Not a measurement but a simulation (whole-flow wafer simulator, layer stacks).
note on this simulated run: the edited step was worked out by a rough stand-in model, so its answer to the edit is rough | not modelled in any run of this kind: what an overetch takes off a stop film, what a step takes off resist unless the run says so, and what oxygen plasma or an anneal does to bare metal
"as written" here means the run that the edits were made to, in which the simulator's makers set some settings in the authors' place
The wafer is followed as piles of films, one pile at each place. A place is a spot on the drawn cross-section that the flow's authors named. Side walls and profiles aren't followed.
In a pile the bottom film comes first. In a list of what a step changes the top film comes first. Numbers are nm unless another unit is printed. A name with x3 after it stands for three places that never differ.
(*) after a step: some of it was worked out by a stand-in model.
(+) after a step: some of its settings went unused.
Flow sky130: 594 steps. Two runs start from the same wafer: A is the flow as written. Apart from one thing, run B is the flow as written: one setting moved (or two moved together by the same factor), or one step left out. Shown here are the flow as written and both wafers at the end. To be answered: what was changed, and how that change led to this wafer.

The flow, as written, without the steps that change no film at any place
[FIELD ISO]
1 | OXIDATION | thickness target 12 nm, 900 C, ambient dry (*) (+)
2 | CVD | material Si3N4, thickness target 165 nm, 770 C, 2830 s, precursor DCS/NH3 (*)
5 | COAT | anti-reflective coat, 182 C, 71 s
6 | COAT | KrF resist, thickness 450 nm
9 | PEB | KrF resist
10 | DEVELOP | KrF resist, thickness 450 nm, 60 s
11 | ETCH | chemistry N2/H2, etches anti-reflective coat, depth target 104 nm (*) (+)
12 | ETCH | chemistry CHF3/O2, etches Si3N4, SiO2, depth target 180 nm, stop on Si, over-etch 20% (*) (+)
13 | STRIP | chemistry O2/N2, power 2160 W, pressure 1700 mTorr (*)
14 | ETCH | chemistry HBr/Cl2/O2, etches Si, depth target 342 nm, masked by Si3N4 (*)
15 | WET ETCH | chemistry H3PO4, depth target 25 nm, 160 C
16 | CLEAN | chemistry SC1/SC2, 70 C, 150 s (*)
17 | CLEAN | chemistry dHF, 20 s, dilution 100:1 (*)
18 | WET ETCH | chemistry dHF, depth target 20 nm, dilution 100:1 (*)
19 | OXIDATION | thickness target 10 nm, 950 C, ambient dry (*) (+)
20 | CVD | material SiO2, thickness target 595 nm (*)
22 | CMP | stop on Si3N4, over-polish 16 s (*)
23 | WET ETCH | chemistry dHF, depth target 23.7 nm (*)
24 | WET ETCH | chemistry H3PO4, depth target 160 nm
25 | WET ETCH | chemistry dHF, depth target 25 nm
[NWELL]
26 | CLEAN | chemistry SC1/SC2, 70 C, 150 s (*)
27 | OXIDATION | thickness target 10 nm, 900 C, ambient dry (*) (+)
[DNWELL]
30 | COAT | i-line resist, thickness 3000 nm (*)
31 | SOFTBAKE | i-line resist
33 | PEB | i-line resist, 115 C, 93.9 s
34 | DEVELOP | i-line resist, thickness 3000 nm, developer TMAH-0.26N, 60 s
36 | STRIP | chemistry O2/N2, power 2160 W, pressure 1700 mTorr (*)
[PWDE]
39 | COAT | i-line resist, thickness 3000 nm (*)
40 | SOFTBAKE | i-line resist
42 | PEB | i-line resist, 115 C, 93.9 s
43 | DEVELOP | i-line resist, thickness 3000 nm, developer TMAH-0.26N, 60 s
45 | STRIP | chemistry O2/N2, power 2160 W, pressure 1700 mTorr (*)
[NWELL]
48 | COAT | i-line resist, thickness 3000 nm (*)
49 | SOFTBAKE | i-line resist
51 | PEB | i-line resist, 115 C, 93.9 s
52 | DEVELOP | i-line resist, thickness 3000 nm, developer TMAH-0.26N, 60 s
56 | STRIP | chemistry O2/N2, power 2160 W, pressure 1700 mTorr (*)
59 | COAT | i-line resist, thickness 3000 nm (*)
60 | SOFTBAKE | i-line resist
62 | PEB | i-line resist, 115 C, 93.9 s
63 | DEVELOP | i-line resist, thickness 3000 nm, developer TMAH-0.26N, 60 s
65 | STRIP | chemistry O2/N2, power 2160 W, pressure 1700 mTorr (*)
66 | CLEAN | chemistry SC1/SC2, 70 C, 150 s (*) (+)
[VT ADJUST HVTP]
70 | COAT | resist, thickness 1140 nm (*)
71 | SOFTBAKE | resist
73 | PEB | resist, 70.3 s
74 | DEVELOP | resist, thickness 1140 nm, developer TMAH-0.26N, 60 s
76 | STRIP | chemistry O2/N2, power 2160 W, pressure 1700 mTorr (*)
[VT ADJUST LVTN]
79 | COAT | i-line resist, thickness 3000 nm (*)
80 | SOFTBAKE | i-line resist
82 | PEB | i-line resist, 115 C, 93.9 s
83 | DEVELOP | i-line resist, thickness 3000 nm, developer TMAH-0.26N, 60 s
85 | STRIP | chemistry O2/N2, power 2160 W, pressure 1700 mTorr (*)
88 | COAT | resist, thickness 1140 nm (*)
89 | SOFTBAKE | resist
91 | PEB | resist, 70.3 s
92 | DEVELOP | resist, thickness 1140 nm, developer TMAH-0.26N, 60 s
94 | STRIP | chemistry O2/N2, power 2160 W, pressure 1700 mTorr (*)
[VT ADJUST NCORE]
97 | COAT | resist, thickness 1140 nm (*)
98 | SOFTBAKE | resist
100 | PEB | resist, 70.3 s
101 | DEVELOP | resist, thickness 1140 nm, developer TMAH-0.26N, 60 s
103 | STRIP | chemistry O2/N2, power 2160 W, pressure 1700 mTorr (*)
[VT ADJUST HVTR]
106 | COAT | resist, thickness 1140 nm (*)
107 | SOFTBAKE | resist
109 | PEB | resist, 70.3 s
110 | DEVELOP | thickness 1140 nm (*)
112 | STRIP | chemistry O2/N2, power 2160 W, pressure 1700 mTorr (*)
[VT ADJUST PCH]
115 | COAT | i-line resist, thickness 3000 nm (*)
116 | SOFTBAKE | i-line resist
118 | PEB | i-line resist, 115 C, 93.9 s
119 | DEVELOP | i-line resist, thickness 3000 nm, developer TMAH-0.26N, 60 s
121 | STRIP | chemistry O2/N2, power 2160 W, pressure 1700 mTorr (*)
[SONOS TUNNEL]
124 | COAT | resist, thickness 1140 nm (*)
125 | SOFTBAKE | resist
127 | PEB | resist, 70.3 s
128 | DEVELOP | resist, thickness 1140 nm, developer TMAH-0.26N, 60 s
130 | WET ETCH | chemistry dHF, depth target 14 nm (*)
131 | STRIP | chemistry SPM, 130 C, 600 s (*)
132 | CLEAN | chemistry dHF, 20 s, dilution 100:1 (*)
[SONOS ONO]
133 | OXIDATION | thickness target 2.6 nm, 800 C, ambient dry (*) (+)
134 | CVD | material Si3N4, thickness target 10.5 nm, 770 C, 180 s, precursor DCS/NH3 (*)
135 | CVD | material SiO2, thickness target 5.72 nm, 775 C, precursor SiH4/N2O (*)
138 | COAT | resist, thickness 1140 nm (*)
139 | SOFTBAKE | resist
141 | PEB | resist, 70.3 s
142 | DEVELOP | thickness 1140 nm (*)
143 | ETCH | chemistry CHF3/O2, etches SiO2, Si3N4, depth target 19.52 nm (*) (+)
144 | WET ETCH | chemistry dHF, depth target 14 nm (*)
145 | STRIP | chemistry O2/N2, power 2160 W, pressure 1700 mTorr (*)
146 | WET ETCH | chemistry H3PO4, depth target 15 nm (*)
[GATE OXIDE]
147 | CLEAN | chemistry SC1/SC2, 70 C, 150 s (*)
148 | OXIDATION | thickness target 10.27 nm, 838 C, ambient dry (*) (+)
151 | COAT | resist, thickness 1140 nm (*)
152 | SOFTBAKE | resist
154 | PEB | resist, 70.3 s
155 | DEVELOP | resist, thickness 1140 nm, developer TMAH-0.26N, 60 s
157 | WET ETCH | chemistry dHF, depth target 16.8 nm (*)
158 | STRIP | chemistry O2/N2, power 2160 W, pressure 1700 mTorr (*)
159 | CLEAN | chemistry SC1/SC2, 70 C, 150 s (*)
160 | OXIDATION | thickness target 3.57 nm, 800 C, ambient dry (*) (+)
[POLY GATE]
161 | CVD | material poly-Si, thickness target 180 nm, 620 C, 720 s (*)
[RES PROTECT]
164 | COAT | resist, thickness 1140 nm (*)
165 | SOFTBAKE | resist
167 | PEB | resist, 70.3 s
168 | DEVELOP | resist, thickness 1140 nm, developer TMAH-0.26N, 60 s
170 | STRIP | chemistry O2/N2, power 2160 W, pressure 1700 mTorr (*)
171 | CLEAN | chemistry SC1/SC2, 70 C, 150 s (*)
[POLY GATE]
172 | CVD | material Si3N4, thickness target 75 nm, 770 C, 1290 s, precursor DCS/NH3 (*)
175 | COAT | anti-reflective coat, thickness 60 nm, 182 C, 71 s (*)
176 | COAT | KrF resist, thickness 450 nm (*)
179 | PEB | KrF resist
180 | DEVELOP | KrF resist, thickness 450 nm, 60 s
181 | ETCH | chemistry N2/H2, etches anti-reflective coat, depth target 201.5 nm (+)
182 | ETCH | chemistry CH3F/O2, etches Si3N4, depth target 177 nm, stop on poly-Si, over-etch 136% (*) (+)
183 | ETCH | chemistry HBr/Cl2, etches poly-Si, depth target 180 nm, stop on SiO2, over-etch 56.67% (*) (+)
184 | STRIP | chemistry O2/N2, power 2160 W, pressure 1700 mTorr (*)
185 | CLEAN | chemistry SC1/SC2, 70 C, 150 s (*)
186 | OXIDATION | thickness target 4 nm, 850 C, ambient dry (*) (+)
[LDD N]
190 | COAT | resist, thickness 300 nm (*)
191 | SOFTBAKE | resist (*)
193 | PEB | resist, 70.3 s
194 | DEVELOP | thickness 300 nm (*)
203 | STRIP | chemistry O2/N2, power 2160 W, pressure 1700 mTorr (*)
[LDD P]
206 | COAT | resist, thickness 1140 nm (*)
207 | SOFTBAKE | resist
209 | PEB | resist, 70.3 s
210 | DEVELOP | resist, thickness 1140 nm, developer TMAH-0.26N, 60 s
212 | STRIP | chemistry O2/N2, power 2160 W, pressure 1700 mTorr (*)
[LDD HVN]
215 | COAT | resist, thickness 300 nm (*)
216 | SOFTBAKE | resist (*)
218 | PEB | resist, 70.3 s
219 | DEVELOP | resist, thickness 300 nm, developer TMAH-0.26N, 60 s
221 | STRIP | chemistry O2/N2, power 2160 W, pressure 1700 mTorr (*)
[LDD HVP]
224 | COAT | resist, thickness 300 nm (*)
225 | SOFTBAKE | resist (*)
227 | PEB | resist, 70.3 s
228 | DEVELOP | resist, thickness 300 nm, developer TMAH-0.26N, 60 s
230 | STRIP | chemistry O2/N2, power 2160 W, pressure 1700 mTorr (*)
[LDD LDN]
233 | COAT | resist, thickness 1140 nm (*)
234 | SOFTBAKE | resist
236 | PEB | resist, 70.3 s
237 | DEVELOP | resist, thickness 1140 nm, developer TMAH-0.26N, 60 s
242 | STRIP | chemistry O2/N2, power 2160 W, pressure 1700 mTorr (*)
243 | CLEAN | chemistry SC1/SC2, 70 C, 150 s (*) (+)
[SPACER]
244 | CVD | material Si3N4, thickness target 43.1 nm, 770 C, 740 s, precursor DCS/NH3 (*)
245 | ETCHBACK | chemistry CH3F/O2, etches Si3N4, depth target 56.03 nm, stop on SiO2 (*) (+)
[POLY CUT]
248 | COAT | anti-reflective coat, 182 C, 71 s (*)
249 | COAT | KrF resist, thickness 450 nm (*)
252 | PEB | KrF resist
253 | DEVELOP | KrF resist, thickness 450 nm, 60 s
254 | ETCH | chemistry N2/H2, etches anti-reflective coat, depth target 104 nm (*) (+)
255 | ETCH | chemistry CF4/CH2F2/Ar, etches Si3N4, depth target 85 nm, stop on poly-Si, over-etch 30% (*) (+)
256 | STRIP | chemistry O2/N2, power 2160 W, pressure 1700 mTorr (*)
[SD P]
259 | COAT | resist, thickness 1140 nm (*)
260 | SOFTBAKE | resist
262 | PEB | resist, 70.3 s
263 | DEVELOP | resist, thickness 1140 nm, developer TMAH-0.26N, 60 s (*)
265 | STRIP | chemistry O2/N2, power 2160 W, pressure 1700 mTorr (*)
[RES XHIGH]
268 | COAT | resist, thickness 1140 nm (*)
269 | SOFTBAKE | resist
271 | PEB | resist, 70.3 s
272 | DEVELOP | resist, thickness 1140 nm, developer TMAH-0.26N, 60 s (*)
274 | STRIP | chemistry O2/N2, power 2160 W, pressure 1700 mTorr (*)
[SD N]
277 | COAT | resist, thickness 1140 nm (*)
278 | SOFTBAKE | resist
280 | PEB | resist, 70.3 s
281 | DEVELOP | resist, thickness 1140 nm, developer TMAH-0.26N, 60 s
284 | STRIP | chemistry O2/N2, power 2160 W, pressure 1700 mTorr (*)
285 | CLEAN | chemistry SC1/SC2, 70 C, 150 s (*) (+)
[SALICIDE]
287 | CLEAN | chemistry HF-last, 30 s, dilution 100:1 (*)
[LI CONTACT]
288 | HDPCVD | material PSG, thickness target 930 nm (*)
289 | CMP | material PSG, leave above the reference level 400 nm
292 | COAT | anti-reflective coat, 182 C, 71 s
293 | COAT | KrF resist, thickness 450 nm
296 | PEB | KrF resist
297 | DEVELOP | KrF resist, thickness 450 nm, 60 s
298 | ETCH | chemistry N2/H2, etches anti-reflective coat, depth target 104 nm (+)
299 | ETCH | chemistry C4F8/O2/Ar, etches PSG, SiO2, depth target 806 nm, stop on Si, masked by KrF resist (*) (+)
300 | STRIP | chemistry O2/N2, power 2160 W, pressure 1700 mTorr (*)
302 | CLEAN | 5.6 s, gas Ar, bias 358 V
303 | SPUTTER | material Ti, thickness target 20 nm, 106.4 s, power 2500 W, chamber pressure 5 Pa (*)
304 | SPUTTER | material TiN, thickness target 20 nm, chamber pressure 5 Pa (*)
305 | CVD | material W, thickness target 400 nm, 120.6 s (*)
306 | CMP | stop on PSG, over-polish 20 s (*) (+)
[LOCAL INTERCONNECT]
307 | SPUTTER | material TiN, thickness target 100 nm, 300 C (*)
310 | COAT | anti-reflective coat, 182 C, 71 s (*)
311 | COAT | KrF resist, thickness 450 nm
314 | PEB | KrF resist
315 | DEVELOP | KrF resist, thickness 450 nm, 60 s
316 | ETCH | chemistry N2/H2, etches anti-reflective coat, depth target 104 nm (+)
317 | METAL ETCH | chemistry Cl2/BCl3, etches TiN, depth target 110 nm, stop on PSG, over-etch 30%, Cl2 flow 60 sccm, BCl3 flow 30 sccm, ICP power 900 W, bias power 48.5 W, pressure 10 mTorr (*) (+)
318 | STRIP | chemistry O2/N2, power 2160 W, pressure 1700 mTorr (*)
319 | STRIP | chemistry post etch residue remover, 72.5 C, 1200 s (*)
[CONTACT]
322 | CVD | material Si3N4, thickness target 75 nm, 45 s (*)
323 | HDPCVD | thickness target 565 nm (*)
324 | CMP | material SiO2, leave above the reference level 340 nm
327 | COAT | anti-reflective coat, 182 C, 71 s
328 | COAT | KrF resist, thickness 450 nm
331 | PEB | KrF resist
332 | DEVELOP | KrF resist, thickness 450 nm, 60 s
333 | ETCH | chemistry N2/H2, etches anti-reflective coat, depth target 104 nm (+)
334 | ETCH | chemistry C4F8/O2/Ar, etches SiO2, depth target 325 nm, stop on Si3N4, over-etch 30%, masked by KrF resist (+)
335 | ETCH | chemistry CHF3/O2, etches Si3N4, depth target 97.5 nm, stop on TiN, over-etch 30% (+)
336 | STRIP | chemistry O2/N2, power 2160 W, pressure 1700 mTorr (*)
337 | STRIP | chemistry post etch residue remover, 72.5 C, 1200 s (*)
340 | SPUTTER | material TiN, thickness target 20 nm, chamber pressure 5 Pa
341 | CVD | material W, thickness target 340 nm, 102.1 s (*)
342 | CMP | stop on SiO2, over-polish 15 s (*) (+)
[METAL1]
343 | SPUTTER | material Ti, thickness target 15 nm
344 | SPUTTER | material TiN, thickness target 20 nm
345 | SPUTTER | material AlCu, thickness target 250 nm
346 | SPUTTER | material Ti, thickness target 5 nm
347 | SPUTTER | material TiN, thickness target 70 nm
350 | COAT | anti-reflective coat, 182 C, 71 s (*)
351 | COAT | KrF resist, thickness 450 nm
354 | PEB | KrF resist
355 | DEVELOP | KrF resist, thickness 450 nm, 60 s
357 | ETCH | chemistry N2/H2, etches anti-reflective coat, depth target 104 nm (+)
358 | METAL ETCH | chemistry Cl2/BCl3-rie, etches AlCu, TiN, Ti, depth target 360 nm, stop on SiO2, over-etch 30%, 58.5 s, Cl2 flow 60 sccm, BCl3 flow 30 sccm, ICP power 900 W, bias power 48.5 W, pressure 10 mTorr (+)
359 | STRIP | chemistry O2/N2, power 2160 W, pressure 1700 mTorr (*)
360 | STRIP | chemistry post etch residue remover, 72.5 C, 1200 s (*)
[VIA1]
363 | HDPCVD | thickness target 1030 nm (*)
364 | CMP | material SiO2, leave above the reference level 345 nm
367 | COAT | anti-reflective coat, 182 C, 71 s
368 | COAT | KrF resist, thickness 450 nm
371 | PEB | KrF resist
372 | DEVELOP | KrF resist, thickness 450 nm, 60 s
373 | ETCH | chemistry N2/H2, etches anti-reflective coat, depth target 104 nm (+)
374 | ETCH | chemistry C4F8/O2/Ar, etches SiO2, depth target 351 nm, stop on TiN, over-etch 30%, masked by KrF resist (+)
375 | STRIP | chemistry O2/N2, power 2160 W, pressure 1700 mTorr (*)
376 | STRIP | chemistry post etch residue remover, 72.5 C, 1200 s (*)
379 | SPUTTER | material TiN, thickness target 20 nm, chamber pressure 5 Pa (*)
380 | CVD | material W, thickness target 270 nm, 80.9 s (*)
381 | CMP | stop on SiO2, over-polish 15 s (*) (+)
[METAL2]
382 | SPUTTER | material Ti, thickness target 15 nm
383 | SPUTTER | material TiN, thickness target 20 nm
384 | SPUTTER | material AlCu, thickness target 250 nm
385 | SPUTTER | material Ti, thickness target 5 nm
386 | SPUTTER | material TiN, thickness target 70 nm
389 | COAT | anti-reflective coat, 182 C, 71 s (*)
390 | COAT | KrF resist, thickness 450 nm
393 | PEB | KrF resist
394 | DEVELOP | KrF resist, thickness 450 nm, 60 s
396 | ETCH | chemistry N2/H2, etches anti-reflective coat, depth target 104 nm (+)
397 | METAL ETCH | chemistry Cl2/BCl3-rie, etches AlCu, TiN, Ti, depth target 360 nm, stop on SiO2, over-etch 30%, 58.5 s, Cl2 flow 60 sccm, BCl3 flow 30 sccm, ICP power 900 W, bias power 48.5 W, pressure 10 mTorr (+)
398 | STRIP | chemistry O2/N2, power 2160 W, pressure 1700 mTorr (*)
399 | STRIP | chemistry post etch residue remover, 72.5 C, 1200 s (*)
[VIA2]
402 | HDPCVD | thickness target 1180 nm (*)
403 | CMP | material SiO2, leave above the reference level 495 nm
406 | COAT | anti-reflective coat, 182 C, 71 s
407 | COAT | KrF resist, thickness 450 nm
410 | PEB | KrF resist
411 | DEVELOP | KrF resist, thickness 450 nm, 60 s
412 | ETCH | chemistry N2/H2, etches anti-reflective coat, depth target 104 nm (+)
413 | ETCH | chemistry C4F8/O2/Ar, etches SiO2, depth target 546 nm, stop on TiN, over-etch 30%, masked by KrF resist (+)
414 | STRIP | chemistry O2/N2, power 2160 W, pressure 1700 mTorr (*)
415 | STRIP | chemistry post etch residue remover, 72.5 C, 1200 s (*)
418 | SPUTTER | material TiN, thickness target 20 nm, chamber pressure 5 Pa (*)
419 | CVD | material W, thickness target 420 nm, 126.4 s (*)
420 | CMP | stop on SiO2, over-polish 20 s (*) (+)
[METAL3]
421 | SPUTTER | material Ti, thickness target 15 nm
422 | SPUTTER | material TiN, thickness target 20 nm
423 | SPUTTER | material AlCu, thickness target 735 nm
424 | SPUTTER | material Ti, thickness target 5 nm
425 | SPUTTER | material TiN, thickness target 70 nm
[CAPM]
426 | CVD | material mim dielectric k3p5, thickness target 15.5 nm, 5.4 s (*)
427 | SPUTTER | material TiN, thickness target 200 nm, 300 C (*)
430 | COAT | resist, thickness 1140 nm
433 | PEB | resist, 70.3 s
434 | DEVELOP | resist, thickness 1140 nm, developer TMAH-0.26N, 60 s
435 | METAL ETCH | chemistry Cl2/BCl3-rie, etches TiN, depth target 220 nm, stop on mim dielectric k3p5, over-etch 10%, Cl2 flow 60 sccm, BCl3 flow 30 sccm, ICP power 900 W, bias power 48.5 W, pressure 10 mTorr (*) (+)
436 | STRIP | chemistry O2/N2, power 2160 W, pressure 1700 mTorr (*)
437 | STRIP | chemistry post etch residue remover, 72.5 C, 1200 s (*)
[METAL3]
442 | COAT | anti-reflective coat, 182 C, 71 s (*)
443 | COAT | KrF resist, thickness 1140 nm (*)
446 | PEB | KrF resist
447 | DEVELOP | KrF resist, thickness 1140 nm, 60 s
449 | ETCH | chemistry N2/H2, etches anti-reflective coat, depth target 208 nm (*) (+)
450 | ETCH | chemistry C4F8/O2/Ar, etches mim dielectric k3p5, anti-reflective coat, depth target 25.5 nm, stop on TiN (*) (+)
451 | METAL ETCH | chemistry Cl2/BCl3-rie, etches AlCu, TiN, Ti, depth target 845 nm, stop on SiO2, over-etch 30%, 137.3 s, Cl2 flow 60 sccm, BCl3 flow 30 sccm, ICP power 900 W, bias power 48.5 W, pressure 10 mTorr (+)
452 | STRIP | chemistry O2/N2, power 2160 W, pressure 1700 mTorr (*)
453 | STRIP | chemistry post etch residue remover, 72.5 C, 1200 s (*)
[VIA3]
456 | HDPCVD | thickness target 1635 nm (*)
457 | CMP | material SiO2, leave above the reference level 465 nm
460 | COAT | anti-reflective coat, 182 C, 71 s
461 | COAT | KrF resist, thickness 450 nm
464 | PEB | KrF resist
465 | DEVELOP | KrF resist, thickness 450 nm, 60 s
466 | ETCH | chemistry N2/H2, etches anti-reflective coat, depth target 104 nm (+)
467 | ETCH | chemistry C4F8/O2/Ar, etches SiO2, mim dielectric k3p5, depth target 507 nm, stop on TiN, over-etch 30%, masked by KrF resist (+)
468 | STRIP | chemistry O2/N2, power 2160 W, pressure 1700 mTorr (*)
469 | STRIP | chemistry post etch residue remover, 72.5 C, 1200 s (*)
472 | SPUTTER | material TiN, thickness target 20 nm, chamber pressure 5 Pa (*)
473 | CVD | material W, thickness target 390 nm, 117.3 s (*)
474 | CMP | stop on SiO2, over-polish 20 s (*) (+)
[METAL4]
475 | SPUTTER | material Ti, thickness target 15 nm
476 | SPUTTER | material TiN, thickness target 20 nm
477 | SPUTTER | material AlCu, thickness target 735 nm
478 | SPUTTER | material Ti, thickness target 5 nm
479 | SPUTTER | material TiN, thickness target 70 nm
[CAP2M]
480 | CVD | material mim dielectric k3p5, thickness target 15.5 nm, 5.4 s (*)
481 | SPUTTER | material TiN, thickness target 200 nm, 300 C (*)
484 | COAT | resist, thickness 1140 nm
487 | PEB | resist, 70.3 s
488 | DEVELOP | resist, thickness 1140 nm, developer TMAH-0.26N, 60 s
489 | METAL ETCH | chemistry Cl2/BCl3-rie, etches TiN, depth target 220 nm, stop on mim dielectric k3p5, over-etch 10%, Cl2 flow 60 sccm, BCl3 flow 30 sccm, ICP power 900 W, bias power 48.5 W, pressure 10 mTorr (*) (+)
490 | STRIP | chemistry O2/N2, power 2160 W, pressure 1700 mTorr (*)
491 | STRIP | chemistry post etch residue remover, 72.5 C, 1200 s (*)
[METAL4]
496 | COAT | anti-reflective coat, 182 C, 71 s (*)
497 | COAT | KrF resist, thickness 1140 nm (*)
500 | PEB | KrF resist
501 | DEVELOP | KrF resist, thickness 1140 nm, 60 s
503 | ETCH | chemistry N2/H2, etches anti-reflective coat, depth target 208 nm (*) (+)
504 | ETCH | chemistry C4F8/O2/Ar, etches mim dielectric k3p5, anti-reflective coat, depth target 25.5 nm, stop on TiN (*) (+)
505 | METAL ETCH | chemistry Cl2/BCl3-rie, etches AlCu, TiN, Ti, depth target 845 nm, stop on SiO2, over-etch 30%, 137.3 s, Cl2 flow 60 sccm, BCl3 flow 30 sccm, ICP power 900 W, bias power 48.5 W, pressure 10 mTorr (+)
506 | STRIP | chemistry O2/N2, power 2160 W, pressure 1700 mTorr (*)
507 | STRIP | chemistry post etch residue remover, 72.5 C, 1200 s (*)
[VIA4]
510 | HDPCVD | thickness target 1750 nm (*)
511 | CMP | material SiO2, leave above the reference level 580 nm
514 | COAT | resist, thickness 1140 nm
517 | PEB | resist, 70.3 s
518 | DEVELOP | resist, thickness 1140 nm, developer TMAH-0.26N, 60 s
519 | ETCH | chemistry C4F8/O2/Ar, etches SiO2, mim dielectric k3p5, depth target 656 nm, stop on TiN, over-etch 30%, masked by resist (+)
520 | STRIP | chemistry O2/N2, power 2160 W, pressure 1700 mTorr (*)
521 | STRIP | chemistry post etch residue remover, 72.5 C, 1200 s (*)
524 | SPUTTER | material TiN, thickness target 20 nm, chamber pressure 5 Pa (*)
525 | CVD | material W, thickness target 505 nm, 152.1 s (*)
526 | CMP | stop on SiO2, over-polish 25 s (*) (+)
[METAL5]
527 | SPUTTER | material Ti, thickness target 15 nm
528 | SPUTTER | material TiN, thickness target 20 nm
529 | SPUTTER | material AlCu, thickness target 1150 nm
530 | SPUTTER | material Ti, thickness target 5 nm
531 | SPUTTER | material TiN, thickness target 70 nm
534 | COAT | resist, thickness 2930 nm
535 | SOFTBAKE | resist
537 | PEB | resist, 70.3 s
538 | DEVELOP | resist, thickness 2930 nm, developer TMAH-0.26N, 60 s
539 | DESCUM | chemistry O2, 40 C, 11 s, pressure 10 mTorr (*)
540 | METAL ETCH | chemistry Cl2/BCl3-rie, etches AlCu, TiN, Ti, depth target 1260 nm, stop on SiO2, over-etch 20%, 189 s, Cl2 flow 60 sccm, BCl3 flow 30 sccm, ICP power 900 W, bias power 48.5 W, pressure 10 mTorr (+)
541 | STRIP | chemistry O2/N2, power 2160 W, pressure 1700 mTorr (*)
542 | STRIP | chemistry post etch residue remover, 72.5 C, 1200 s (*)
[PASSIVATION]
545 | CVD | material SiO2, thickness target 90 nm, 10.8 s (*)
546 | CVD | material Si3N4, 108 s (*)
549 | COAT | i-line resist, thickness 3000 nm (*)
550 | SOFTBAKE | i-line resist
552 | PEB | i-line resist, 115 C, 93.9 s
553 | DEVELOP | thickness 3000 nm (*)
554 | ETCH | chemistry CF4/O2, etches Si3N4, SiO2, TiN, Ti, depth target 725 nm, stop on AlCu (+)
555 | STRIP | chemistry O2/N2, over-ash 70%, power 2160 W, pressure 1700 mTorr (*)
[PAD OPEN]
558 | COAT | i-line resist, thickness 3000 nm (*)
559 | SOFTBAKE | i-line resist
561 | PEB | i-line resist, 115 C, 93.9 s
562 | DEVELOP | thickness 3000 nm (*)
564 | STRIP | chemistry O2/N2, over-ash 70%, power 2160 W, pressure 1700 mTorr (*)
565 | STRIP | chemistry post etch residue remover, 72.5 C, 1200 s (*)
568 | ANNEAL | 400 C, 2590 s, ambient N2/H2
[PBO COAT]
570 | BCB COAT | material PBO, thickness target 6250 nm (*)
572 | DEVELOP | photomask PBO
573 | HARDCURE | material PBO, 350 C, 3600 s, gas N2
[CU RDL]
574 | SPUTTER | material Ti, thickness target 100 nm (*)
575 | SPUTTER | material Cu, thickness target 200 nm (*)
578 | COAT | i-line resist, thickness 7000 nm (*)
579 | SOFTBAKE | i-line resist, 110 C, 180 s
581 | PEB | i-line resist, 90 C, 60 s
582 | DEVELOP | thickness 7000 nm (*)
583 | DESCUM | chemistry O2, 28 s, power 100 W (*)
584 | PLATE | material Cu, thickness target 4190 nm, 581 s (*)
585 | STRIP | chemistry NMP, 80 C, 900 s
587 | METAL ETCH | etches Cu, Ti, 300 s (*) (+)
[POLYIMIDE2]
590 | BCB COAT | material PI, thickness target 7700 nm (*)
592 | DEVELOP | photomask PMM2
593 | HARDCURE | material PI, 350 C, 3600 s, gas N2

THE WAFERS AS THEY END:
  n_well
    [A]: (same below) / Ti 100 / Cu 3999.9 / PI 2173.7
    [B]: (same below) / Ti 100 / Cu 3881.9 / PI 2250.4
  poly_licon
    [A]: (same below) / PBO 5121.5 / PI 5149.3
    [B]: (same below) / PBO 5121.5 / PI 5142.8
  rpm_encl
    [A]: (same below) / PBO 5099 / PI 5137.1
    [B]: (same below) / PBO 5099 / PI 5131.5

Cause: step 575, SPUTTER: thickness target 82 nm was run, whereas the flow has thickness target 200 nm.

The path from the change to this, step by step:
  575 | SPUTTER | material Cu, thickness target 200 nm (*)
      field, active, n_well and 190 more: A +200 Cu (new film) | B +82 Cu (new film)
  587 | METAL ETCH | etches Cu, Ti, 300 s (*) (+)
      field, active, gate and 167 more: A -200 Cu (all of it), -100 Ti (all of it) | B -82 Cu (all of it), -100 Ti (all of it)
  590 | BCB COAT | material PI, thickness target 7700 nm (*)
      n_well, p_well, sd_n, sd_p: A +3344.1 PI (new film) | B +3462.1 PI (new film)
      mim: A +3670.5 PI (new film) | B +3783.2 PI (new film)
      (and at 14 other places as well)
  593 | HARDCURE | material PI, 350 C, 3600 s, gas N2
      n_well, p_well, sd_n, sd_p: A -1170.4 PI | B -1211.7 PI
